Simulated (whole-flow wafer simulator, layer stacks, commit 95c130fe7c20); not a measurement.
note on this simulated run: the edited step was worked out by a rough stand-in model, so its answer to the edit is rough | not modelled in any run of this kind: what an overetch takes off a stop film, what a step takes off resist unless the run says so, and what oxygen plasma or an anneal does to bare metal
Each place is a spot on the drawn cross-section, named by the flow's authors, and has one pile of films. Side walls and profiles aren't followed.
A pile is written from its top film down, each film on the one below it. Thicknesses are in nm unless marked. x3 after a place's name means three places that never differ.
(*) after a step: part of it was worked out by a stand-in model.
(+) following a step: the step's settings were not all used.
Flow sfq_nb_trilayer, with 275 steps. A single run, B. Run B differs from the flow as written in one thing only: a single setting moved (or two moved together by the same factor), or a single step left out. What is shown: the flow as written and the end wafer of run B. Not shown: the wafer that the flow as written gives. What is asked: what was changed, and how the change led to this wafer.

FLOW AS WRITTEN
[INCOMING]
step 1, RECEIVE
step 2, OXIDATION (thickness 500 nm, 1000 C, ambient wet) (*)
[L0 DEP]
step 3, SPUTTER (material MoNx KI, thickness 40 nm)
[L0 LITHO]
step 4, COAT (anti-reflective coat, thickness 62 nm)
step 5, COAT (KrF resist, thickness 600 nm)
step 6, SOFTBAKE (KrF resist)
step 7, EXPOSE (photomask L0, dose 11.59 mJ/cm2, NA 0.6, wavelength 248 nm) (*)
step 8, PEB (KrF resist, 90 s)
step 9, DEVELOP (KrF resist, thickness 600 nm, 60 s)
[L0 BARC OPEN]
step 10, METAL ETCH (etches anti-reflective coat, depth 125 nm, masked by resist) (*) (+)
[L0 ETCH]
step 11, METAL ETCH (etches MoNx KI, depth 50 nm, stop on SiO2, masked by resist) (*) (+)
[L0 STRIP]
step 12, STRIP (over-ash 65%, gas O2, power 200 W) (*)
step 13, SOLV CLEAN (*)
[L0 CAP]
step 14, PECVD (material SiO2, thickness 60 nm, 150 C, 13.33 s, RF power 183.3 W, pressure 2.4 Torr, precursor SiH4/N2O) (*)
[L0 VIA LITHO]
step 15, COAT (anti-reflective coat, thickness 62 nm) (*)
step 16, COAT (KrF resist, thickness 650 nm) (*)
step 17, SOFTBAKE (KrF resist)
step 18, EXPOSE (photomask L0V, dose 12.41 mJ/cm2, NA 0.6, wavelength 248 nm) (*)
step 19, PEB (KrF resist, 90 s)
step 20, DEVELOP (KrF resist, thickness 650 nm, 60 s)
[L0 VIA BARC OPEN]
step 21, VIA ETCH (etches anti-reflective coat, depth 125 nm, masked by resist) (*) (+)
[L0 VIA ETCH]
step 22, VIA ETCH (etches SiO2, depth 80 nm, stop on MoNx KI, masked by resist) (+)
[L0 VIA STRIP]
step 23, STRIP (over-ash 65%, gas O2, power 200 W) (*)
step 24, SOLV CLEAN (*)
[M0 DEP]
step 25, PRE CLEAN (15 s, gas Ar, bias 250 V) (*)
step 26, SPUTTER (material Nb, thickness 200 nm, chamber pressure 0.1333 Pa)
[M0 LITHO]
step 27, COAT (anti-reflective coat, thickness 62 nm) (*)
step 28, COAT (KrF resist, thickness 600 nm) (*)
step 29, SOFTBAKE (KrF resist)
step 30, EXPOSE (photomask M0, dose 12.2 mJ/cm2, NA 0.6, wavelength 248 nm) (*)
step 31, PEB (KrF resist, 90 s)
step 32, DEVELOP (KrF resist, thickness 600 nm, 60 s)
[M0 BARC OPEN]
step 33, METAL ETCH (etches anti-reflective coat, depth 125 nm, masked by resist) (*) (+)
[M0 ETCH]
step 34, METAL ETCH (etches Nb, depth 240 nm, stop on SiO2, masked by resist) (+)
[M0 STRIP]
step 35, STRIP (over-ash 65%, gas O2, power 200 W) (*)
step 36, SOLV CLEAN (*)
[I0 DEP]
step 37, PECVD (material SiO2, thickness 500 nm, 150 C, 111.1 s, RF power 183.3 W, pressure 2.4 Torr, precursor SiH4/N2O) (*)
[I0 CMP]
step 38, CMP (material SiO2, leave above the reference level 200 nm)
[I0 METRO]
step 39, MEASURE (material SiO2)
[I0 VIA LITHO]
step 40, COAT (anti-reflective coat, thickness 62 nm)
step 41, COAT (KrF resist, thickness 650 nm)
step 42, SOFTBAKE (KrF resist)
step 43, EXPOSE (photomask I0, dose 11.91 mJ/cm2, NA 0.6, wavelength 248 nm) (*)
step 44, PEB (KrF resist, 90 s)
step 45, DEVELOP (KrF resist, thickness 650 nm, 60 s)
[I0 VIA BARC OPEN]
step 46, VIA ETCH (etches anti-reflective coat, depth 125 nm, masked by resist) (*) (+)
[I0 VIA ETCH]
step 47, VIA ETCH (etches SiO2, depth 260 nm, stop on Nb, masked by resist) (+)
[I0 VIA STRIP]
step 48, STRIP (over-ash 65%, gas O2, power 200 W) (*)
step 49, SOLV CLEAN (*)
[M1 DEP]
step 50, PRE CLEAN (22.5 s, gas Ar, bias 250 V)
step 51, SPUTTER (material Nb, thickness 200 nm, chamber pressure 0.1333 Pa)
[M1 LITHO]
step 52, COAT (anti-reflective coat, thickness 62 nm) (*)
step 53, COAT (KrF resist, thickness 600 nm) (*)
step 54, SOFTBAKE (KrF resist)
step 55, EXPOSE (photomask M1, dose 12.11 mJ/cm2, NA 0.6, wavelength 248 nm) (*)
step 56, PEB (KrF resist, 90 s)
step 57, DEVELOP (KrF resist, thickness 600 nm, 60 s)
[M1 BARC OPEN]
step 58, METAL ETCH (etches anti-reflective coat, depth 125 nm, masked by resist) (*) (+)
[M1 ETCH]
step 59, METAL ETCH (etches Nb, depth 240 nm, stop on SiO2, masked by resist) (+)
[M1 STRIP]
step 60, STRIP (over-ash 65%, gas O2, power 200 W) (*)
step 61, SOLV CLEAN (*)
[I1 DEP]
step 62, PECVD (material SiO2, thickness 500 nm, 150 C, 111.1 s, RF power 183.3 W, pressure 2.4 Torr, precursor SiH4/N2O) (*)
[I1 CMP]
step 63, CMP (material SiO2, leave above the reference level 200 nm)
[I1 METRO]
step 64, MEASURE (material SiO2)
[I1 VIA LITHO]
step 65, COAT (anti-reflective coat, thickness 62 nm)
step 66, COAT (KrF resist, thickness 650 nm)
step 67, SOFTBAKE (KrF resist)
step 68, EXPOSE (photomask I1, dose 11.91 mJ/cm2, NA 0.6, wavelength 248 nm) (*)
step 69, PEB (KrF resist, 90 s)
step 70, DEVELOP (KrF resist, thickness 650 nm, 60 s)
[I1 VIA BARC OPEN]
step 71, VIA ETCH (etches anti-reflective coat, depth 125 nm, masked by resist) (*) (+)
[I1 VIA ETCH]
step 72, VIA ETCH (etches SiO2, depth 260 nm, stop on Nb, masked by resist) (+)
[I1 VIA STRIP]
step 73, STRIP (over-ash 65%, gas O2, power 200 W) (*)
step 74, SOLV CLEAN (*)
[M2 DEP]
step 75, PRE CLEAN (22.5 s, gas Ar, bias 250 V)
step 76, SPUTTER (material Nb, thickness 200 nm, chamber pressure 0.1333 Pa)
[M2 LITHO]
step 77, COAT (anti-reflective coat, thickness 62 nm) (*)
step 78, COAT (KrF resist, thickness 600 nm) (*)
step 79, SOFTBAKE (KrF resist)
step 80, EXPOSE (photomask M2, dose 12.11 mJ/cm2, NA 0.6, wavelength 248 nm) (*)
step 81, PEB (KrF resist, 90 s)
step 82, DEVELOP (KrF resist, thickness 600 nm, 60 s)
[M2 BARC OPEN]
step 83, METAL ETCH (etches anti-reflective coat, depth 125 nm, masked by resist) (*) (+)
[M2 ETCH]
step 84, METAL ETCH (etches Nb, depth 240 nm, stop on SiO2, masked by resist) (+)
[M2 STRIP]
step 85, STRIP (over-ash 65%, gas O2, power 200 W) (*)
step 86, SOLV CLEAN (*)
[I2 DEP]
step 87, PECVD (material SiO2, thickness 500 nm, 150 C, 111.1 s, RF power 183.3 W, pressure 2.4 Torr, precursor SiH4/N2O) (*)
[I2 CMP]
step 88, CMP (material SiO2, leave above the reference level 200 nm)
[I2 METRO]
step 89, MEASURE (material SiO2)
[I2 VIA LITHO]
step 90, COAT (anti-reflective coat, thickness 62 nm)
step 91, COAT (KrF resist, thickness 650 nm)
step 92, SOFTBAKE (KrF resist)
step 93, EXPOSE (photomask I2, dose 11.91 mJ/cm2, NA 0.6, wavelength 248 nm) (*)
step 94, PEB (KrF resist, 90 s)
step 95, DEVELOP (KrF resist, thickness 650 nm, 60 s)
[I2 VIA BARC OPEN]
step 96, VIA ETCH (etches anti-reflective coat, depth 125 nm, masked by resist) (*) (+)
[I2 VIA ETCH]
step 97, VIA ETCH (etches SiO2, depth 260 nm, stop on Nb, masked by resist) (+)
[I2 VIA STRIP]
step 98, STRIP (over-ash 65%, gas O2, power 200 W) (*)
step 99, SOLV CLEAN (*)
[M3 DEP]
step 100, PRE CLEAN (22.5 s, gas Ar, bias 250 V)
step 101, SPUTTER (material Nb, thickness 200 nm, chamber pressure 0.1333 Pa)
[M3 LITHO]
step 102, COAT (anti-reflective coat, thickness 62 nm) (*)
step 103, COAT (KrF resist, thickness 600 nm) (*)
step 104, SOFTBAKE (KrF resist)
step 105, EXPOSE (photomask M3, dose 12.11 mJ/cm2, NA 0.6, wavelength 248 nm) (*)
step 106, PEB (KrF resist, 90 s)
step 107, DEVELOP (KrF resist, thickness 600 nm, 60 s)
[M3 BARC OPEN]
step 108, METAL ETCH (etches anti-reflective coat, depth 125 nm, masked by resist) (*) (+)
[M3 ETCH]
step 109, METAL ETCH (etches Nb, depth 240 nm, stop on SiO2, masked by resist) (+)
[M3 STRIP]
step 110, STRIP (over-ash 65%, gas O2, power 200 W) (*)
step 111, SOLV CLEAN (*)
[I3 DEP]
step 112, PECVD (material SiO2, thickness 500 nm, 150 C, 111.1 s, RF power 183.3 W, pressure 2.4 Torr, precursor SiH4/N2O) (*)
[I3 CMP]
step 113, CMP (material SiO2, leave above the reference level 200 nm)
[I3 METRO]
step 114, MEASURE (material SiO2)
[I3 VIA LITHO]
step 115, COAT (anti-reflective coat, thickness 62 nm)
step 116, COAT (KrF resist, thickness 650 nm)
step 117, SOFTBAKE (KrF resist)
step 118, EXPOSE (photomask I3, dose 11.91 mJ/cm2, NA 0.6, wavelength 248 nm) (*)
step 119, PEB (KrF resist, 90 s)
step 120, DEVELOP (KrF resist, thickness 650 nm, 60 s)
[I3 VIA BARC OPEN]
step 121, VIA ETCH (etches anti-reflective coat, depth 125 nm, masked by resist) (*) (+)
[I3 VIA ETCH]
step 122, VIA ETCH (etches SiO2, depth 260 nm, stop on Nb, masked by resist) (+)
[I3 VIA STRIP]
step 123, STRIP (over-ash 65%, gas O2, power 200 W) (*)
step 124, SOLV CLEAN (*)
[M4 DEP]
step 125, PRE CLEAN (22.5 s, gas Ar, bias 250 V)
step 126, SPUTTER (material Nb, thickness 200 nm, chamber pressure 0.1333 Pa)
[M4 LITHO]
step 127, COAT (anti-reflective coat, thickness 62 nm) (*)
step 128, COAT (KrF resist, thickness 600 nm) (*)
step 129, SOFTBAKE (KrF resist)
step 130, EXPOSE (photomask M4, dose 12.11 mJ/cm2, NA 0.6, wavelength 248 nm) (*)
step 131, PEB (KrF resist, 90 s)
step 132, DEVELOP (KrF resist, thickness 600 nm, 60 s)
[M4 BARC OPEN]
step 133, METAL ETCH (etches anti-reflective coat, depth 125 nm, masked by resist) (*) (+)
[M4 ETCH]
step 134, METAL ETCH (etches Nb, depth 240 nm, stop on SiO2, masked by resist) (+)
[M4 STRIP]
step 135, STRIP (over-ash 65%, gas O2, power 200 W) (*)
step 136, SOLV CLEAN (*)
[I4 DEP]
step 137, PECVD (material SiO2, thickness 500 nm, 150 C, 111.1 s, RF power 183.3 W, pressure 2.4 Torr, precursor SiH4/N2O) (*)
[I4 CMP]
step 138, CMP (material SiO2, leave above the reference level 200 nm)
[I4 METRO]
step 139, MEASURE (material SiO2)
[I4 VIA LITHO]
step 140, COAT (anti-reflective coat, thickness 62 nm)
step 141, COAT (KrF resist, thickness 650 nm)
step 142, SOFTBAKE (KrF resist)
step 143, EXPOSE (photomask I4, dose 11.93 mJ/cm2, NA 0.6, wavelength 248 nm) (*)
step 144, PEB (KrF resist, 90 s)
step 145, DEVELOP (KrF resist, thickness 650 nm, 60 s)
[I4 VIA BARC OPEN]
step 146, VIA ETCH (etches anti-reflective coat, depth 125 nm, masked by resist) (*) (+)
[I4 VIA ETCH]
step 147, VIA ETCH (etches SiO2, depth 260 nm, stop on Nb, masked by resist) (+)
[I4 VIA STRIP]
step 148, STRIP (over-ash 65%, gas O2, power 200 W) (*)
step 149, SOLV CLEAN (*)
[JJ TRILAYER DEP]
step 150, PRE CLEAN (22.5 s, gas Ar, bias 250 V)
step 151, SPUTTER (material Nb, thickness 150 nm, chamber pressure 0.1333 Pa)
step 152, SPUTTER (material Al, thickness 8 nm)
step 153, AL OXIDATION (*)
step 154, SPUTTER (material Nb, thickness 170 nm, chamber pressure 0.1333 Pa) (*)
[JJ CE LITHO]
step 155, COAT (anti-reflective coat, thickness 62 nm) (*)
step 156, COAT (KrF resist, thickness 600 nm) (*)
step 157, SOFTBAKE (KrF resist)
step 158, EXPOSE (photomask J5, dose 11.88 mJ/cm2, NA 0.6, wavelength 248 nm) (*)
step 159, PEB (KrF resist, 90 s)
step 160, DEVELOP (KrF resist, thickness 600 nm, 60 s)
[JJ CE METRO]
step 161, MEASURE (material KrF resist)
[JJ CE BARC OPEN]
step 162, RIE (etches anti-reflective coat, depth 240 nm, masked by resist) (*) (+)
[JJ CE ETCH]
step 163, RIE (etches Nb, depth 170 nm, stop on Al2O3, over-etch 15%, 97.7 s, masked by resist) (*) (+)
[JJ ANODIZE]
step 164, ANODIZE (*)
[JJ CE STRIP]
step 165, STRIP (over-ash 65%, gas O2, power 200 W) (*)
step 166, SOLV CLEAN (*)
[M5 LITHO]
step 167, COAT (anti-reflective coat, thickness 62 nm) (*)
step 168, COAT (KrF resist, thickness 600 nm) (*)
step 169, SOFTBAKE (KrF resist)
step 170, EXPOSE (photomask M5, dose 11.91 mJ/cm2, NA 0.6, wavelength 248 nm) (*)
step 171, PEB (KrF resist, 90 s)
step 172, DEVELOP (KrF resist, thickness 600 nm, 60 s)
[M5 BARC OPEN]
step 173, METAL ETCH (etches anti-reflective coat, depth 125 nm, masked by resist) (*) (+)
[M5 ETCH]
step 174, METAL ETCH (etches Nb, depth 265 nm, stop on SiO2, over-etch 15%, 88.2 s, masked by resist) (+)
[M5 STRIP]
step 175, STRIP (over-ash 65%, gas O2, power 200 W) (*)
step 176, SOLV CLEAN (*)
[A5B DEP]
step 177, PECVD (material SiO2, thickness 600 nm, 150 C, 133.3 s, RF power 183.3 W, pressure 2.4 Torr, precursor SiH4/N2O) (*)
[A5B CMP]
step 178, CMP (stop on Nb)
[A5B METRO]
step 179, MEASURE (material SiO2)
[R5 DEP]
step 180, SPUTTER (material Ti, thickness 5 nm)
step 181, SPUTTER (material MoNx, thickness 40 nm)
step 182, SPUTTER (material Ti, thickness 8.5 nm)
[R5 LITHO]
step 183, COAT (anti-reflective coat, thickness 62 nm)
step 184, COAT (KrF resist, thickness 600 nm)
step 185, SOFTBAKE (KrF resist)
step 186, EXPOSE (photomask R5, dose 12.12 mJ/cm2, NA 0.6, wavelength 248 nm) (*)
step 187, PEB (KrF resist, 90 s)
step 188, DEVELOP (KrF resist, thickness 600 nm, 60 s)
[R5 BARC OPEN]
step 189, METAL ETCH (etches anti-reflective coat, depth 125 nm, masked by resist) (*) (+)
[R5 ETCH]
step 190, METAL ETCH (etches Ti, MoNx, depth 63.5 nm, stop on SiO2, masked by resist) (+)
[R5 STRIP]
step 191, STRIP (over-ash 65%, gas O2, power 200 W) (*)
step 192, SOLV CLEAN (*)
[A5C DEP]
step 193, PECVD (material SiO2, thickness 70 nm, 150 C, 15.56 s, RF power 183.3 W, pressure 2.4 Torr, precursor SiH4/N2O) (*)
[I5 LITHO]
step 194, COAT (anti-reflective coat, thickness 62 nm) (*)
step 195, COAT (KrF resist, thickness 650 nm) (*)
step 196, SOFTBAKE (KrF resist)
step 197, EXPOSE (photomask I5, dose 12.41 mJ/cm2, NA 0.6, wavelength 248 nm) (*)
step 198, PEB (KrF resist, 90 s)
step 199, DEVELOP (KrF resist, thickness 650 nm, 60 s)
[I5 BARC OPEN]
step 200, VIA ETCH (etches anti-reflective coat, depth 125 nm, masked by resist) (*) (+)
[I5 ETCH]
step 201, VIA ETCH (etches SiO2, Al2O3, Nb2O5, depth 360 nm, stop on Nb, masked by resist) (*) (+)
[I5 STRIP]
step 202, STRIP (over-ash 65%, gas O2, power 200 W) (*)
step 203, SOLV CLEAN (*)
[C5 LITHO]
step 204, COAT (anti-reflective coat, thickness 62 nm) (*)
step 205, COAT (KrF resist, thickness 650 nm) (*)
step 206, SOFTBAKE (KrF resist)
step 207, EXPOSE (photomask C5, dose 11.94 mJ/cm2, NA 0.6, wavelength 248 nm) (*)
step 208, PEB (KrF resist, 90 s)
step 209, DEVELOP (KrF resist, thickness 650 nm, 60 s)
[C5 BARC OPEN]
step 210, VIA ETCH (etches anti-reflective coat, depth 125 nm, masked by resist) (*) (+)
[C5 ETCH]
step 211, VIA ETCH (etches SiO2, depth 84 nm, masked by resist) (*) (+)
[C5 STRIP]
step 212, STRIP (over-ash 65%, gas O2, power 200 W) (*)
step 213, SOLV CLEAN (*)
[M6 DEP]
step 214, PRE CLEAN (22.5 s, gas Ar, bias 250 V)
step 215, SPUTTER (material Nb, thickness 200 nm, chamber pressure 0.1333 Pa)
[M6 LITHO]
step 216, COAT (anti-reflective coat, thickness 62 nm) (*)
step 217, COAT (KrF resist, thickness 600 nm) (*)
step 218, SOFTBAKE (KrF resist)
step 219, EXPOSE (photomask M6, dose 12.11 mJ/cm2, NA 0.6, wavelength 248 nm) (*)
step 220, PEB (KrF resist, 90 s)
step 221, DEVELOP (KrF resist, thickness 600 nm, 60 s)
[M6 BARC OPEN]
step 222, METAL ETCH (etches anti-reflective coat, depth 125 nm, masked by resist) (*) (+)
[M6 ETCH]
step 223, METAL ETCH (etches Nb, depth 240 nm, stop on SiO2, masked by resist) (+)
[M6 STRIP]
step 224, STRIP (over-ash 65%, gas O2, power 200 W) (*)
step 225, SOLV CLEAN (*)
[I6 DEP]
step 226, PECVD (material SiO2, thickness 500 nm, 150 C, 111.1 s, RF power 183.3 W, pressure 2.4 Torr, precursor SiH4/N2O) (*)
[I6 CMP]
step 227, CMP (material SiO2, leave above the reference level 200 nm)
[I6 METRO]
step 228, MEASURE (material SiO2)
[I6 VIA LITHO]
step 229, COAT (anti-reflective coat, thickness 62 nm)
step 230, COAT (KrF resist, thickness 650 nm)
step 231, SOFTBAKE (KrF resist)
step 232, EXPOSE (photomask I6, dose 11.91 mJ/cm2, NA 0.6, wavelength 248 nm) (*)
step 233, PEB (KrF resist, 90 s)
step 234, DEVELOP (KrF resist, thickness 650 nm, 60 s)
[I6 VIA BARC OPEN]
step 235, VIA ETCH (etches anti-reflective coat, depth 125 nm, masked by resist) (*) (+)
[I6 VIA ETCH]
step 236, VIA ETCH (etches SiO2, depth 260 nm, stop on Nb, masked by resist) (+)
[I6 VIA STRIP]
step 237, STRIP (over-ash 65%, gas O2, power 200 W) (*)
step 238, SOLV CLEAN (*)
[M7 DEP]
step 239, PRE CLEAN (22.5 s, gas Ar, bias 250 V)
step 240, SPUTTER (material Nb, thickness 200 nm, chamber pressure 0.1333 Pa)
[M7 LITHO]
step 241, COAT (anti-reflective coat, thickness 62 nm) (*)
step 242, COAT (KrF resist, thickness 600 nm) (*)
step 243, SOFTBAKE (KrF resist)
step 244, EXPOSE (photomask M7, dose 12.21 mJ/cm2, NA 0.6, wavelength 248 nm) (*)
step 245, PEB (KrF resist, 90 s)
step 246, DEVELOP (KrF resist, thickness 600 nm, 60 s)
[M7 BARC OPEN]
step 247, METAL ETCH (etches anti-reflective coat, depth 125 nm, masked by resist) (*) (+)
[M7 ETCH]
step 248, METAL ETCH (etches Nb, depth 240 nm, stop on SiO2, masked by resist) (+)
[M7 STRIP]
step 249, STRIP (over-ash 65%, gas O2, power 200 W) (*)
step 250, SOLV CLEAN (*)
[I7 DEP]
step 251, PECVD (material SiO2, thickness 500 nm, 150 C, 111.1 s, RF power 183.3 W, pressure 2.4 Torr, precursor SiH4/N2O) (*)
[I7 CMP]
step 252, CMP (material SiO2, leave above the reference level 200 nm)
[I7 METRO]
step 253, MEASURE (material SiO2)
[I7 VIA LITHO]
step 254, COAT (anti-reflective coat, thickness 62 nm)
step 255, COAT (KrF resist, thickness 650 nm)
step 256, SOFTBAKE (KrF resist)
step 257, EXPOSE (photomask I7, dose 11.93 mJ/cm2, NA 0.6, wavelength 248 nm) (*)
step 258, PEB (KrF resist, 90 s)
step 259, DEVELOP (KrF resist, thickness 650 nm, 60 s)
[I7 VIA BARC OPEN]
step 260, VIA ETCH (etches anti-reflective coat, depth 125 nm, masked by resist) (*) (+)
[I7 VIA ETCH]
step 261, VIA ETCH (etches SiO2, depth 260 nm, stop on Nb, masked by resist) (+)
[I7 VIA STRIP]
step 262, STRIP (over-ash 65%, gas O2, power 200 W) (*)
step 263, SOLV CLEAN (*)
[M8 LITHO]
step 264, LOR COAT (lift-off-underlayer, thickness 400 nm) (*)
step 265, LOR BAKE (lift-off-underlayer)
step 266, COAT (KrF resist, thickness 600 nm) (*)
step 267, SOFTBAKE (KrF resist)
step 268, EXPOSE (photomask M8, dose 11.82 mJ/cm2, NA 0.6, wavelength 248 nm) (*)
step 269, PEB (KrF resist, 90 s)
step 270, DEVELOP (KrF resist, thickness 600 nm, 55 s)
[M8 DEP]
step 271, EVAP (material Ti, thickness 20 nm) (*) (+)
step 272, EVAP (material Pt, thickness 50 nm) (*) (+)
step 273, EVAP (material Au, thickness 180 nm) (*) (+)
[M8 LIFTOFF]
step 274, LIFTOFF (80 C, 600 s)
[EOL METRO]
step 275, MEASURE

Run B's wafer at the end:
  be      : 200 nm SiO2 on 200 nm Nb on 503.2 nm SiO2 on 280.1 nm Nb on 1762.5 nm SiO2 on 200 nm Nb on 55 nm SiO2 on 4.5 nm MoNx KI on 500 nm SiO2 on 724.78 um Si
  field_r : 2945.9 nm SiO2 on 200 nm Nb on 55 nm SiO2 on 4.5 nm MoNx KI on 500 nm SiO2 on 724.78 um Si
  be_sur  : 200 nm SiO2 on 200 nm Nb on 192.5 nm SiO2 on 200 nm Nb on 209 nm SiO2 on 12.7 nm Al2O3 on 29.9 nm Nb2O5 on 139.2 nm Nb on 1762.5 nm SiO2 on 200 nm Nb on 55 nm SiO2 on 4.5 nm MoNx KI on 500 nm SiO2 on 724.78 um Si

The reason: step 11, METAL ETCH: depth 35.5 nm was run, whereas the flow has depth 50 nm.

Step by step, how the change led to this:
  step 11, METAL ETCH (etches MoNx KI, depth 50 nm, stop on SiO2, masked by resist) (*) (+)
      v_sur, via_wl, via_w and 97 more: -35.5 MoNx KI (it would be, as written: -40 MoNx KI (all of it))
      field_l, l0_sur, l0v, l0r_line_l, l0r_line_c, l0r_line_r: -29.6 KrF resist (it would be, as written: -41.7 KrF resist)
  step 12, STRIP (over-ash 65%, gas O2, power 200 W) (*)
      field_l, l0_sur, l0v, l0r_line_l, l0r_line_c, l0r_line_r: -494 KrF resist (all of it), -62 anti-reflective coat (all of it) (it would be, as written: -481.9 KrF resist (all of it), -62 anti-reflective coat (all of it))
  step 14, PECVD (material SiO2, thickness 60 nm, 150 C, 13.33 s, RF power 183.3 W, pressure 2.4 Torr, precursor SiH4/N2O) (*)
      v_sur, via_wl, via_w and 97 more: +60 SiO2 (new film) (it would be, as written: +60 SiO2)
  step 15, COAT (anti-reflective coat, thickness 62 nm) (*)
      l0r_space_c: +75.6 anti-reflective coat (new film) (it would be, as written: +77.2 anti-reflective coat (new film))
  step 23, STRIP (over-ash 65%, gas O2, power 200 W) (*)
      l0r_space_c: -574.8 KrF resist (all of it), -75.6 anti-reflective coat (all of it) (it would be, as written: -576.8 KrF resist (all of it), -77.2 anti-reflective coat (all of it))
  step 27, COAT (anti-reflective coat, thickness 62 nm) (*)
      l0r_space_c: +76.1 anti-reflective coat (new film) (it would be, as written: +78 anti-reflective coat (new film))
  step 35, STRIP (over-ash 65%, gas O2, power 200 W) (*)
      l0r_space_c: -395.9 KrF resist (all of it), -76.1 anti-reflective coat (all of it) (it would be, as written: -397.6 KrF resist (all of it), -78 anti-reflective coat (all of it))
With metal films that touch counted as one body, be has 4 bodies (between them, from the top down: SiO2 503.2; SiO2 1762.5; SiO2 55); the flow as written gives 3 bodies (between them, from the top down: SiO2 503.2; SiO2 1762.5).
With metal films that touch counted as one body, field_r has 2 bodies (between them, from the top down: SiO2 55); the flow as written gives 1 body.
With metal films that touch counted as one body, be_sur has 5 bodies (between them, from the top down: SiO2 192.5; SiO2 209 / Al2O3 12.7 / Nb2O5 29.9; SiO2 1762.5; SiO2 55); the flow as written gives 4 bodies (between them, from the top down: SiO2 192.5; SiO2 209 / Al2O3 12.7 / Nb2O5 29.9; SiO2 1762.5).
